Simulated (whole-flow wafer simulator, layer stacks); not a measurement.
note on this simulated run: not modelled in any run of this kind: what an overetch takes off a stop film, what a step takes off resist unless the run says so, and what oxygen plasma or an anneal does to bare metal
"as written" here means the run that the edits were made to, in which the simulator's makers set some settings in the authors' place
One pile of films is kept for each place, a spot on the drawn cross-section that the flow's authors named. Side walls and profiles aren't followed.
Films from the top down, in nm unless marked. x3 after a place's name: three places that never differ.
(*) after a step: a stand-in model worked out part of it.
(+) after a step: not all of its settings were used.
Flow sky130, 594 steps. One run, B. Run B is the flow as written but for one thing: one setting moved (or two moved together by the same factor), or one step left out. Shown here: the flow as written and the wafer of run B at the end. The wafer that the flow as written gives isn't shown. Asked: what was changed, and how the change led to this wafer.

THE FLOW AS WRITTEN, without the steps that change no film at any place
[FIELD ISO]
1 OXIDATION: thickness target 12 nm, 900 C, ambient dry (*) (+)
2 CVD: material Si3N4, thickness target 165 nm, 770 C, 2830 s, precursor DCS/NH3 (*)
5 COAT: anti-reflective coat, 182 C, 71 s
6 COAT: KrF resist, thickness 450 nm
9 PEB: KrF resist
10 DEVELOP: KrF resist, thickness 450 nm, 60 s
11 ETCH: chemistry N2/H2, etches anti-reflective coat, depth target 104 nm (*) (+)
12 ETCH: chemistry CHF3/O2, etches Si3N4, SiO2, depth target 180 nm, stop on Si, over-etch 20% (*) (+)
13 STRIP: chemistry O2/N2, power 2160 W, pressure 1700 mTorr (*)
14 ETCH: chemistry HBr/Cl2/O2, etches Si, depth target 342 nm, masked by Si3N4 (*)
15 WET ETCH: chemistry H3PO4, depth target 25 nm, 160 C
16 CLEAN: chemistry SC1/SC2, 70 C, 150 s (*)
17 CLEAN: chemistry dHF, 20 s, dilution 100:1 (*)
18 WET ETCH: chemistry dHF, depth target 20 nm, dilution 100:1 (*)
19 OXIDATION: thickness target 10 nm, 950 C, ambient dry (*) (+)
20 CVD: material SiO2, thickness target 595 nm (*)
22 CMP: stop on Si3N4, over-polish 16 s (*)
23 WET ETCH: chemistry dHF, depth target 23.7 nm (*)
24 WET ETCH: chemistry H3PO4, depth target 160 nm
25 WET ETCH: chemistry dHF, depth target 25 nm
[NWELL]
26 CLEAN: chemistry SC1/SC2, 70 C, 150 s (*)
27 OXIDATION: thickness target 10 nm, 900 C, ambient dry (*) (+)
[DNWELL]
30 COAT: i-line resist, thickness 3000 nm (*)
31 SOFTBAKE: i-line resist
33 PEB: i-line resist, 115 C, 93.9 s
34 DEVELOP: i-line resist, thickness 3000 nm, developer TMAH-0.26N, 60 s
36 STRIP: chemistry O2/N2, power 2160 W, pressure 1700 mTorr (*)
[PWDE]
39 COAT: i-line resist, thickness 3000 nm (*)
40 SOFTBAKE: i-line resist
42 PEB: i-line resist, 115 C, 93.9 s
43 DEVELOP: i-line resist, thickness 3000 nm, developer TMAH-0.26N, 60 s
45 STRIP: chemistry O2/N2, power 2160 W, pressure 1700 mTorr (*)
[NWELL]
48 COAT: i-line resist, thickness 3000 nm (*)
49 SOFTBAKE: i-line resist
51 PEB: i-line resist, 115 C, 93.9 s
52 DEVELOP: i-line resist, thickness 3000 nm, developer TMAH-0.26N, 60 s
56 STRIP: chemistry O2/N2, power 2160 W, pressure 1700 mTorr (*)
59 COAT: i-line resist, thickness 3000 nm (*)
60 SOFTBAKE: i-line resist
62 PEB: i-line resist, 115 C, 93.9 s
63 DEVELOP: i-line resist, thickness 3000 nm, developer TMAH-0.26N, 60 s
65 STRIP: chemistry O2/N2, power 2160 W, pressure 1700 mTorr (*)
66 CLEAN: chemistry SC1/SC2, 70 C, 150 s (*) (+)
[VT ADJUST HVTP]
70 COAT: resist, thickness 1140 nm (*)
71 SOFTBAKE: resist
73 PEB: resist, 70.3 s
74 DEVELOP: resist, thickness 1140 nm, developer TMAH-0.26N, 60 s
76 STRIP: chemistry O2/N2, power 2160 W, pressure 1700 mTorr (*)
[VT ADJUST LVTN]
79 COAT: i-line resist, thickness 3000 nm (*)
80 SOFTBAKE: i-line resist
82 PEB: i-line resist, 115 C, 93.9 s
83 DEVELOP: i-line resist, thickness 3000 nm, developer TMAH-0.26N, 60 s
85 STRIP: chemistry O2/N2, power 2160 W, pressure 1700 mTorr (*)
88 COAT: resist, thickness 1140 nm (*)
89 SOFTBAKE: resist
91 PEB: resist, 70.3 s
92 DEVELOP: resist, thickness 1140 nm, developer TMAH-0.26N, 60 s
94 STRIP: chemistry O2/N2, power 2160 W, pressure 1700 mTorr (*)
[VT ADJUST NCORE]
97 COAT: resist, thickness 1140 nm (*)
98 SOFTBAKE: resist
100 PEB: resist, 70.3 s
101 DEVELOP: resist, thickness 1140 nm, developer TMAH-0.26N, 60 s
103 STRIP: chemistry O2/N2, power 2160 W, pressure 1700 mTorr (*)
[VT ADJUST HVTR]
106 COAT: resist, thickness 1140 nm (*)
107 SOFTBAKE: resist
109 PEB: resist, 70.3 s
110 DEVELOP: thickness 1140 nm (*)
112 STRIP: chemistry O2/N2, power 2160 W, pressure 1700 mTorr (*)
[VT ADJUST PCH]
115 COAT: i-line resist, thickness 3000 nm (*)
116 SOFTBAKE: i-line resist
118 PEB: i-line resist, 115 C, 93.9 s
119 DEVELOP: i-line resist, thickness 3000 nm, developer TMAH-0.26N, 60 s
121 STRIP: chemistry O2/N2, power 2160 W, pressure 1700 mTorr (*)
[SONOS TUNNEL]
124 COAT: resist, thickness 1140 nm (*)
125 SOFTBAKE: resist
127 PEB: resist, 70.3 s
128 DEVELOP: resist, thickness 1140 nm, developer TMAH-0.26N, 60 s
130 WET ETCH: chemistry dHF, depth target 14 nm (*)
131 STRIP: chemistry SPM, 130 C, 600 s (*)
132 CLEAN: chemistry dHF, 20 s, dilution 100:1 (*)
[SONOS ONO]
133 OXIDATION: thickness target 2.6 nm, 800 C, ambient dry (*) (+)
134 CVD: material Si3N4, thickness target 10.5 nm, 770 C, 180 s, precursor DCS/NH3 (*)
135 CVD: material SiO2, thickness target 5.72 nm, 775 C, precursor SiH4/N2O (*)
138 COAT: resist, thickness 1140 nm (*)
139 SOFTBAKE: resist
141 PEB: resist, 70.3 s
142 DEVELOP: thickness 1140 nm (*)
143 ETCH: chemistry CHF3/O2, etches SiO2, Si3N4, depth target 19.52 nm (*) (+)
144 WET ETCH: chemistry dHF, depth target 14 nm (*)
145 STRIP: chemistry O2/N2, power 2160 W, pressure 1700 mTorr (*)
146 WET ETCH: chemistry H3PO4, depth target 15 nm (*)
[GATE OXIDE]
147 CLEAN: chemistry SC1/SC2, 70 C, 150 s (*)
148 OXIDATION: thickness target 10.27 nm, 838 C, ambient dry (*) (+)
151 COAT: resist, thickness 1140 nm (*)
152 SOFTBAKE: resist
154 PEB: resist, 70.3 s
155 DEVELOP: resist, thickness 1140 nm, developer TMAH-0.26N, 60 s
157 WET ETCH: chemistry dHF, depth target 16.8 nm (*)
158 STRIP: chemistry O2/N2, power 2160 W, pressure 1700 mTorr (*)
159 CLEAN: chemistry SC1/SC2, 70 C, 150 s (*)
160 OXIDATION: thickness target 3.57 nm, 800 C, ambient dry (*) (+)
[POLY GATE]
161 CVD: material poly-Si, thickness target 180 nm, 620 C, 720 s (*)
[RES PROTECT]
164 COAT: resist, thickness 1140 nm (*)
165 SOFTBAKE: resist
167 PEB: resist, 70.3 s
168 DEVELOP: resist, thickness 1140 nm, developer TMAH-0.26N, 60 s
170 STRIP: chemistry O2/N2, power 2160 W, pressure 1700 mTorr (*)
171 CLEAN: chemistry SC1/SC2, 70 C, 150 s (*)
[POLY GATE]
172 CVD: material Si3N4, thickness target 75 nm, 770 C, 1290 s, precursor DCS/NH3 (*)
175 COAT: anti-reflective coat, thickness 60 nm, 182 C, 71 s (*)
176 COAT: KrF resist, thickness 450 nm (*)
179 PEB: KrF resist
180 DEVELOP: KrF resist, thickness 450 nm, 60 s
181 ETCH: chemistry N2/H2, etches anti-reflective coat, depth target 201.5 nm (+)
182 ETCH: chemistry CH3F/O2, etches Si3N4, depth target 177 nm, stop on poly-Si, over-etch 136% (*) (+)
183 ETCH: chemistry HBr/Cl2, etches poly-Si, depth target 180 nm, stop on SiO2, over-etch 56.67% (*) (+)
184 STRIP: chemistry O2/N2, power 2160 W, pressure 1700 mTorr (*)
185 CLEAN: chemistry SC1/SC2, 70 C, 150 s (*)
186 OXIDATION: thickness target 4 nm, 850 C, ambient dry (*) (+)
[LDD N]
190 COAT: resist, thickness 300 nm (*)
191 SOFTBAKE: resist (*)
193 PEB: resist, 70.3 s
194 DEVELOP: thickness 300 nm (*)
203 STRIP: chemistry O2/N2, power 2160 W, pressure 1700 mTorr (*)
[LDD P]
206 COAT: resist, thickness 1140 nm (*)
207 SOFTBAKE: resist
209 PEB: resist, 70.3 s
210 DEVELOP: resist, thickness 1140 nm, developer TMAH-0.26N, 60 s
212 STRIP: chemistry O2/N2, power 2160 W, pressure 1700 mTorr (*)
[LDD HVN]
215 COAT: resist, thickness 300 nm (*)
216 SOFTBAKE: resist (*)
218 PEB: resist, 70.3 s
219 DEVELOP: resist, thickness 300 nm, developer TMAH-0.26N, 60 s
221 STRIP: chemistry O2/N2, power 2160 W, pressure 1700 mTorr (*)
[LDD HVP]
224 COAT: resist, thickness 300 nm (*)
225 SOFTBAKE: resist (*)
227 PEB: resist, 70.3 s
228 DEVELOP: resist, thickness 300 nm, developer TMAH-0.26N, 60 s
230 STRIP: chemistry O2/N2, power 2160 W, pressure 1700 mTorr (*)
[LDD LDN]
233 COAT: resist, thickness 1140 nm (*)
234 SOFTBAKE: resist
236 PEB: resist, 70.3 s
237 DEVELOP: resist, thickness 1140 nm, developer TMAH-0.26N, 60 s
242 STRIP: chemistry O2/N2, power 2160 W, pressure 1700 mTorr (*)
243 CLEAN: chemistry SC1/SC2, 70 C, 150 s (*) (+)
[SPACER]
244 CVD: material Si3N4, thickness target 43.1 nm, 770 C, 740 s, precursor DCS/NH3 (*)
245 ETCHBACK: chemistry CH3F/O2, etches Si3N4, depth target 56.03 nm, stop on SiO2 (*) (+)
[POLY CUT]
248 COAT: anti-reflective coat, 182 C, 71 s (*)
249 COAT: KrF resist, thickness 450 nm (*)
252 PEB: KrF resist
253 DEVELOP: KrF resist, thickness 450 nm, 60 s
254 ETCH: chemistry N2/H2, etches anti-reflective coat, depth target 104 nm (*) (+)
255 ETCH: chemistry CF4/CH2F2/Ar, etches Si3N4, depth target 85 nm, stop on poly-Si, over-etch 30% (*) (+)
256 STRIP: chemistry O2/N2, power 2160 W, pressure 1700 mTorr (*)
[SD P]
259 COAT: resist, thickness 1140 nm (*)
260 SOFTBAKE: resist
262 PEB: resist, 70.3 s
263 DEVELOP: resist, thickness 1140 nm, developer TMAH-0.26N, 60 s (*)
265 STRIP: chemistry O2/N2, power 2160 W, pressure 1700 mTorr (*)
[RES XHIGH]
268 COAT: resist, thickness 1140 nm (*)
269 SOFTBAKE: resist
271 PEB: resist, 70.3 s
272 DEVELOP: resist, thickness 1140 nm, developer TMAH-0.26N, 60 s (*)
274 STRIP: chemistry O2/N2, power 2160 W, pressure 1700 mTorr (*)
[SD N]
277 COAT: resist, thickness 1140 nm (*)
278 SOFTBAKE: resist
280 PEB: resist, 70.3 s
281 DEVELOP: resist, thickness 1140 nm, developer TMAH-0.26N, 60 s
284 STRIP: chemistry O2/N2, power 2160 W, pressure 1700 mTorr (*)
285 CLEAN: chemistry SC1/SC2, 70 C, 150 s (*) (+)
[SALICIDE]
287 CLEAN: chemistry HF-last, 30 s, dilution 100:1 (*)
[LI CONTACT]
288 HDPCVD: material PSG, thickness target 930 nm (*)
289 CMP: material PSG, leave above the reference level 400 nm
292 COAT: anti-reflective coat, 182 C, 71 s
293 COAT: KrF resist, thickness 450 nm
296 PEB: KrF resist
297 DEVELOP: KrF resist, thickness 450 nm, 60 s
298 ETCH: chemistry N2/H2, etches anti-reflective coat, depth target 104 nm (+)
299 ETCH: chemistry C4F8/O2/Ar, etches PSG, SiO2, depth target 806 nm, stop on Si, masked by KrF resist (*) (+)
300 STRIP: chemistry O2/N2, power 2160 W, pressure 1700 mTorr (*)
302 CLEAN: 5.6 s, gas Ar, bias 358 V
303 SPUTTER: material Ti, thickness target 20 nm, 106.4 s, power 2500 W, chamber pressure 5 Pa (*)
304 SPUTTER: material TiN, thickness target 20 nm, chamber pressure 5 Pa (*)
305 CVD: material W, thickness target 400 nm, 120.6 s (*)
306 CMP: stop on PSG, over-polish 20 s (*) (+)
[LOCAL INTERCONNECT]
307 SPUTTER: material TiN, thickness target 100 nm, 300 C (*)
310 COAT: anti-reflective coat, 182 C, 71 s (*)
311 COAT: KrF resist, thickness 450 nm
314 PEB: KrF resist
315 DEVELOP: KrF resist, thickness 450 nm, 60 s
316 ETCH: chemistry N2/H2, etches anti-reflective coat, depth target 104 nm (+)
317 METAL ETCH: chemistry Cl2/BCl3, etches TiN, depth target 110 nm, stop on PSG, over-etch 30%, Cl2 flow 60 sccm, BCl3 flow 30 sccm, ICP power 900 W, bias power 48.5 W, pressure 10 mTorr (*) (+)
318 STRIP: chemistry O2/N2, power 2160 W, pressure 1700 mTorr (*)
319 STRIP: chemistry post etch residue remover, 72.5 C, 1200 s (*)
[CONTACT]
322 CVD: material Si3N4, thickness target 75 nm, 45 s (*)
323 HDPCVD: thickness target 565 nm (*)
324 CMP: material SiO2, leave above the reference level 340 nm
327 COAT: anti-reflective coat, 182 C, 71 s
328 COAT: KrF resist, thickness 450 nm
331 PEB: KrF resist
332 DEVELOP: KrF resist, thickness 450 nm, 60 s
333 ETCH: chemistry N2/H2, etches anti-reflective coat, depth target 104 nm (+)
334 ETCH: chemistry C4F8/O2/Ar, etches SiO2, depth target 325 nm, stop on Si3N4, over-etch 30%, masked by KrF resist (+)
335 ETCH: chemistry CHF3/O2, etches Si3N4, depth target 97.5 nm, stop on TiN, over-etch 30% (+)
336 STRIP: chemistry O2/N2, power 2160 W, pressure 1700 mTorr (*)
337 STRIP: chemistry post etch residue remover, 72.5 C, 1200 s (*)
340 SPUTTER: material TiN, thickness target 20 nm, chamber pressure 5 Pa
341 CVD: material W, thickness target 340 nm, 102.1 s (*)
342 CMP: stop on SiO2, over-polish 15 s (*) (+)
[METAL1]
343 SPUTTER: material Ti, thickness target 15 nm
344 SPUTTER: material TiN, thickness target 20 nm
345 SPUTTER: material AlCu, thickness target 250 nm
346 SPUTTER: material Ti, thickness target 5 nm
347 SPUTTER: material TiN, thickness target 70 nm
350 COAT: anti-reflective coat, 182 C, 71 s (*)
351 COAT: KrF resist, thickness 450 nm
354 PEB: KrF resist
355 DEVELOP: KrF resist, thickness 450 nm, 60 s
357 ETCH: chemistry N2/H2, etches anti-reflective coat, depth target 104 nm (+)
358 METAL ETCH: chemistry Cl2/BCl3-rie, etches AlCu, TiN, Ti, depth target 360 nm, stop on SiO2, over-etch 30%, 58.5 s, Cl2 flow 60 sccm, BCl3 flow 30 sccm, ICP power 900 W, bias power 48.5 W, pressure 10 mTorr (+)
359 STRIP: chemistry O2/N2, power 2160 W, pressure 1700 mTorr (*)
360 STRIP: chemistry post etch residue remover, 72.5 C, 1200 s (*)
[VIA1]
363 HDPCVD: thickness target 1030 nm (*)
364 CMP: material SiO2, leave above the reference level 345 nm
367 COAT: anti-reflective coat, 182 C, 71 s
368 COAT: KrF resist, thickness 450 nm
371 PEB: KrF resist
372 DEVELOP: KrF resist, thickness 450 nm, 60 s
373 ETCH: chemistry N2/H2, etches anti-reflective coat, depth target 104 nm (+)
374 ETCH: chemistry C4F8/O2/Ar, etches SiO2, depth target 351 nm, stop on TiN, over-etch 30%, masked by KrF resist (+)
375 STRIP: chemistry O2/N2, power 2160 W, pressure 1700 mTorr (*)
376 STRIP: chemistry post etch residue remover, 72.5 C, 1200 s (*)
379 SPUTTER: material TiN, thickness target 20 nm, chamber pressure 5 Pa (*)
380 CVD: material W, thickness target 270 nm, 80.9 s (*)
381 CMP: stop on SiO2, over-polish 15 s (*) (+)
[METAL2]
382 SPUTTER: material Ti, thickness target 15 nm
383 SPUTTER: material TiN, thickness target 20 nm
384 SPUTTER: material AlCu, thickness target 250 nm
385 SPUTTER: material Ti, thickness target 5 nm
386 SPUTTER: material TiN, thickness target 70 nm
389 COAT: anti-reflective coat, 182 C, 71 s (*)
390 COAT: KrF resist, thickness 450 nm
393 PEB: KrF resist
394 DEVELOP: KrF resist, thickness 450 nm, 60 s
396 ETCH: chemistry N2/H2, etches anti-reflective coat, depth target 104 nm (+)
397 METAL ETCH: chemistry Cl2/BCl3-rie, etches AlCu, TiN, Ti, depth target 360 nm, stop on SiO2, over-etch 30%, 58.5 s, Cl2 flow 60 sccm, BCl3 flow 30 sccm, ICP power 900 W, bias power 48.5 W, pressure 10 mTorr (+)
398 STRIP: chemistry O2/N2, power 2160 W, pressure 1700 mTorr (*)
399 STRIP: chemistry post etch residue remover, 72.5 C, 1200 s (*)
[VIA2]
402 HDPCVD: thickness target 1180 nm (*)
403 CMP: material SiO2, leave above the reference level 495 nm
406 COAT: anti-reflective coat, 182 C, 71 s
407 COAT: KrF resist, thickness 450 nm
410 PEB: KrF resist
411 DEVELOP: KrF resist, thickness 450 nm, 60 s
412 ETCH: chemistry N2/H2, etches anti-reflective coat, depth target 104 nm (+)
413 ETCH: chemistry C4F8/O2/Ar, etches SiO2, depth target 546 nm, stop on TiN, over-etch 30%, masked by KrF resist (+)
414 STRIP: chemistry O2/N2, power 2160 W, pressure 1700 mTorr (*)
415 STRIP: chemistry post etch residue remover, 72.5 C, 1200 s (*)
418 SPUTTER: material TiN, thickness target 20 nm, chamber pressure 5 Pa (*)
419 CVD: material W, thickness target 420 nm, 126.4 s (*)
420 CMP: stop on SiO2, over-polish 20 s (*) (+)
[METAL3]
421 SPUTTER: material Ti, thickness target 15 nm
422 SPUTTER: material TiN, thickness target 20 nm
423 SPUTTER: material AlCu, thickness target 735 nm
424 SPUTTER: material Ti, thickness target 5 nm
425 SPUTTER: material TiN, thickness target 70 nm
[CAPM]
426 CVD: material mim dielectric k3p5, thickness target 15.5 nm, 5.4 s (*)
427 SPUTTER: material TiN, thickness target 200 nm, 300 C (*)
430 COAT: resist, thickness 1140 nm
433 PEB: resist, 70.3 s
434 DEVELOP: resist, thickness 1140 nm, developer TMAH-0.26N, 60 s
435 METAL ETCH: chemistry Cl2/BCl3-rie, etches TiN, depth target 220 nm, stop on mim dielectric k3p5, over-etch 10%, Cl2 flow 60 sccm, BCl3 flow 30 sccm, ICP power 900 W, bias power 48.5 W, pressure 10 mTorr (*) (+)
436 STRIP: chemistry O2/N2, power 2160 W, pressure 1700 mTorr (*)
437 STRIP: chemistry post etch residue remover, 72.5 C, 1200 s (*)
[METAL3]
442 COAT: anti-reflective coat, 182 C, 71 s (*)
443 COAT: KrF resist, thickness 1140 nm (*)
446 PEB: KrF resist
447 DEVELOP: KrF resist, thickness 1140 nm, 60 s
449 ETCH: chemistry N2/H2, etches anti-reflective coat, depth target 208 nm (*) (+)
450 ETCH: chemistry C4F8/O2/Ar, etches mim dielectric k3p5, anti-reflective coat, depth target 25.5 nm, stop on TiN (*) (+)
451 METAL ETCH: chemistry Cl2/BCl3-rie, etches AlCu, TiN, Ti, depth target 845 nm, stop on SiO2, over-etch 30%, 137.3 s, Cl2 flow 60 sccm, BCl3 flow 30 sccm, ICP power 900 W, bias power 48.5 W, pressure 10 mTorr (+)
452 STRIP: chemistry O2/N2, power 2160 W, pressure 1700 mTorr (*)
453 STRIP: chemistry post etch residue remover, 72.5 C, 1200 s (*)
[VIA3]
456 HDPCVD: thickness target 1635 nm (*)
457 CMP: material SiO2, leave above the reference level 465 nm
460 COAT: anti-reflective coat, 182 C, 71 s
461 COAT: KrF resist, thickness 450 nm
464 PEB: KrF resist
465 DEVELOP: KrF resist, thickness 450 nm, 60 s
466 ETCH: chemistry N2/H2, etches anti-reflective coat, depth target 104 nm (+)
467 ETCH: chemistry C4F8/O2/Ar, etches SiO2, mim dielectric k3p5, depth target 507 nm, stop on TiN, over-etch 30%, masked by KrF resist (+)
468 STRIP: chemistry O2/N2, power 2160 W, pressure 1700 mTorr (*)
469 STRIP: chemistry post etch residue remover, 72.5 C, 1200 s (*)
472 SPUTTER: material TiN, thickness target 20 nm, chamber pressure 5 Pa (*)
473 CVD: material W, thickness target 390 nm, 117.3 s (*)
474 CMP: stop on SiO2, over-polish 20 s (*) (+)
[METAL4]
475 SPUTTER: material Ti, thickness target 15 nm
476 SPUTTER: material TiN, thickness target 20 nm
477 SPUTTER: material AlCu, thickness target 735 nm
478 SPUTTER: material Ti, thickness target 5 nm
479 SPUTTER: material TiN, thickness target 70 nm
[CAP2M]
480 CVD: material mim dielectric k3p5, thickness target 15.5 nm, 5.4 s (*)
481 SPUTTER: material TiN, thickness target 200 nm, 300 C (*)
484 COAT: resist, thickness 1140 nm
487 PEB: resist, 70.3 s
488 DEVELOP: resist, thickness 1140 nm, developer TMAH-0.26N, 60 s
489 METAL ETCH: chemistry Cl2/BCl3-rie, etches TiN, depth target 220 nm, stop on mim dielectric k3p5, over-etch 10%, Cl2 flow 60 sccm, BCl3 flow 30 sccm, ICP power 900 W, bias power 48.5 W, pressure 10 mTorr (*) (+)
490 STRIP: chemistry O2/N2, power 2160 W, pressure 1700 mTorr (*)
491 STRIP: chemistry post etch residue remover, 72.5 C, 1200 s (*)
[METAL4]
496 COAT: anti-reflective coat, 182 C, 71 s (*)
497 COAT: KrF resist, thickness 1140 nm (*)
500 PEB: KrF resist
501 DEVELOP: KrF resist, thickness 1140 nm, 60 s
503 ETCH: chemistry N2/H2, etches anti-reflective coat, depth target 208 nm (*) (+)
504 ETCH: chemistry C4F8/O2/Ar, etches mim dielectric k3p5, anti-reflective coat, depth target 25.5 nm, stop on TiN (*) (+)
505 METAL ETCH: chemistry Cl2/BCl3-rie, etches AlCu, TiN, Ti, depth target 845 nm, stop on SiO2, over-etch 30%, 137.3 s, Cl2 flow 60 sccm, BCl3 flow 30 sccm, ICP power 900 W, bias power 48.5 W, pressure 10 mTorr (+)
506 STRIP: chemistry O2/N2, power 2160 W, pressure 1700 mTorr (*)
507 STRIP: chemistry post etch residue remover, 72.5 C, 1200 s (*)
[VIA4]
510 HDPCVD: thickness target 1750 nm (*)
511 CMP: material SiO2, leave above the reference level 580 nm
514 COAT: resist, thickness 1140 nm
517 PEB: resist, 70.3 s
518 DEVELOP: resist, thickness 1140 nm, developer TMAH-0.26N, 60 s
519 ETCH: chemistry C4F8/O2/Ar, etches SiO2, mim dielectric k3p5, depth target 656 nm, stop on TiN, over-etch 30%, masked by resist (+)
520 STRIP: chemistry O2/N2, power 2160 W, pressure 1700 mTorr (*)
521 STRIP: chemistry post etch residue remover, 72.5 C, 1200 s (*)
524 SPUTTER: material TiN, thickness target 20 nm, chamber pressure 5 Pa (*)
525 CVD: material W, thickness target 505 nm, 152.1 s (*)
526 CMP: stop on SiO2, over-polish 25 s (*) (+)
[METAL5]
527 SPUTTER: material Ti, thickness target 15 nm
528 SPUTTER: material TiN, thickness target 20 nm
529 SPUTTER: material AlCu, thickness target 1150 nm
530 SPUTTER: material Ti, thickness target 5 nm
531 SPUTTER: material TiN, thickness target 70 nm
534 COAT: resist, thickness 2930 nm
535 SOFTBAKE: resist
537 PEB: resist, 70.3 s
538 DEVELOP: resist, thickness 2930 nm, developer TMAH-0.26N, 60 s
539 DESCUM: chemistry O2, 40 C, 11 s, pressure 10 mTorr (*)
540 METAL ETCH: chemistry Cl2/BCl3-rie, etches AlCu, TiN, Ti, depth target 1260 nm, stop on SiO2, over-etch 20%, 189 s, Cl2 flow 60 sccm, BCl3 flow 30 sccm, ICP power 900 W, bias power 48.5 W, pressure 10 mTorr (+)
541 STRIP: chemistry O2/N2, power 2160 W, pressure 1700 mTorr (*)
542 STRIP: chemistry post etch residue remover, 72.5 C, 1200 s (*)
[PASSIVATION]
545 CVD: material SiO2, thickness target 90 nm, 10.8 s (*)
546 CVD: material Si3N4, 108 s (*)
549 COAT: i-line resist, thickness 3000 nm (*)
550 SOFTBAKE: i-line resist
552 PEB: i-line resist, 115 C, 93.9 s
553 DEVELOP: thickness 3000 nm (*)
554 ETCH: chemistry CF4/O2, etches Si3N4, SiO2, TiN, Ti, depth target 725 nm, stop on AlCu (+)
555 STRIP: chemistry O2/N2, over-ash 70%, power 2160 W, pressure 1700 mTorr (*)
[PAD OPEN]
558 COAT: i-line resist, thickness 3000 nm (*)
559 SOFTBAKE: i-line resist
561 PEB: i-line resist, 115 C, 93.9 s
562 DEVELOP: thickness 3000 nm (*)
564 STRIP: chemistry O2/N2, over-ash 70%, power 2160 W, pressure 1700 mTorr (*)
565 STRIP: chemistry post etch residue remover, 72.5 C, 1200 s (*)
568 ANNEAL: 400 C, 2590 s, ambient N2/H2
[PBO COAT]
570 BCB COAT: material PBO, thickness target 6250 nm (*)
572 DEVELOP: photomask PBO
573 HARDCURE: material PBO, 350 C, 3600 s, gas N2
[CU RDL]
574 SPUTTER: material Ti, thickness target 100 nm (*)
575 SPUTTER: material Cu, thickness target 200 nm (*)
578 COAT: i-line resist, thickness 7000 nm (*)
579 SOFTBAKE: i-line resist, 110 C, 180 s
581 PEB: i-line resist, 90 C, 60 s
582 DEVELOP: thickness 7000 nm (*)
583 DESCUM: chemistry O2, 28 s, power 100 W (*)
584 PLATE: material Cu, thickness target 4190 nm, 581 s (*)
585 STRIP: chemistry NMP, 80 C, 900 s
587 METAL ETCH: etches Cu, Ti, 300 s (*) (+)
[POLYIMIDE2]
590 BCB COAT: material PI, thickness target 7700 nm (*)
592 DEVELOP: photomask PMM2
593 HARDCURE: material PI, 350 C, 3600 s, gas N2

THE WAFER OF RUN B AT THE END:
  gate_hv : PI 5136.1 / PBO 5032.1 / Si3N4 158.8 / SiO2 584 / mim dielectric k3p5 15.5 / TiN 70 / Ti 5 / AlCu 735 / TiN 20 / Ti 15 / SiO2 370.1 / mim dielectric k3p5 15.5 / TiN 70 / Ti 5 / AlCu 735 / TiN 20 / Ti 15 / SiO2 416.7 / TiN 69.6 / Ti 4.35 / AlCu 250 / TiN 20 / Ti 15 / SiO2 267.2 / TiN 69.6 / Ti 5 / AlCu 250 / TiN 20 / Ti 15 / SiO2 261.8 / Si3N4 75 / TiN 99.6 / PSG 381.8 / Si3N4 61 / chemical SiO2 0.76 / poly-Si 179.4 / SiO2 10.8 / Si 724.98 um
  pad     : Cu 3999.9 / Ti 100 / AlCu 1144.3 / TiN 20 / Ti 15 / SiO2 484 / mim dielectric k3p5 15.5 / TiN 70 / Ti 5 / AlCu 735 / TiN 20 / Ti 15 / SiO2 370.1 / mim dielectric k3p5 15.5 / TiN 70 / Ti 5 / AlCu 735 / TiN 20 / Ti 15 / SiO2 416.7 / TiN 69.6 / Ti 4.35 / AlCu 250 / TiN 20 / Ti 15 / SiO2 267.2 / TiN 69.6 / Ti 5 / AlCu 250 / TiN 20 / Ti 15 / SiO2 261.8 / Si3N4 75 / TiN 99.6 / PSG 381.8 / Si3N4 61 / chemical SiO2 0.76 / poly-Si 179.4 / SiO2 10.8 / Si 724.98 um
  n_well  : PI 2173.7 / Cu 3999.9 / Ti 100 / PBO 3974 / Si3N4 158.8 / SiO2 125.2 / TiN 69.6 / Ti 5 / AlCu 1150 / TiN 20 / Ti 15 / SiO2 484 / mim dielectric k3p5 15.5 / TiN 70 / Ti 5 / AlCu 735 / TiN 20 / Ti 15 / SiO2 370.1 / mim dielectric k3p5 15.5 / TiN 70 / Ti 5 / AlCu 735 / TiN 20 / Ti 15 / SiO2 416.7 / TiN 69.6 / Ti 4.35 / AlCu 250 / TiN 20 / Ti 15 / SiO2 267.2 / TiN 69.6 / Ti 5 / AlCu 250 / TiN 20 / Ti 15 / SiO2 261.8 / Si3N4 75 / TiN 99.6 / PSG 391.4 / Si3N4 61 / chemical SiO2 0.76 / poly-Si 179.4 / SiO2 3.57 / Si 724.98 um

The cause: step 385, SPUTTER: thickness target 4.35 nm was run, where the flow has thickness target 5 nm.
It can be read off the wafer: gate_hv has Ti 4.35, and step 385 as written asks for 5 nm.

How the change led to this, step by step:
  385 SPUTTER: material Ti, thickness target 5 nm
      field, active, n_well and 188 more: Ti +4.35 (new film) (as written it would be: Ti +5 (new film))
  397 METAL ETCH: chemistry Cl2/BCl3-rie, etches AlCu, TiN, Ti, depth target 360 nm, stop on SiO2, over-etch 30%, 58.5 s, Cl2 flow 60 sccm, BCl3 flow 30 sccm, ICP power 900 W, bias power 48.5 W, pressure 10 mTorr (+)
      field, active, gate and 82 more: TiN -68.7 (all of it), Ti -4.35 (all of it), AlCu -250 (all of it), TiN -20 (all of it), Ti -15 (all of it), SiO2 -11 (as written it would be: TiN -68.7 (all of it), Ti -5 (all of it), AlCu -250 (all of it), TiN -20 (all of it), Ti -15 (all of it), SiO2 -10.9)
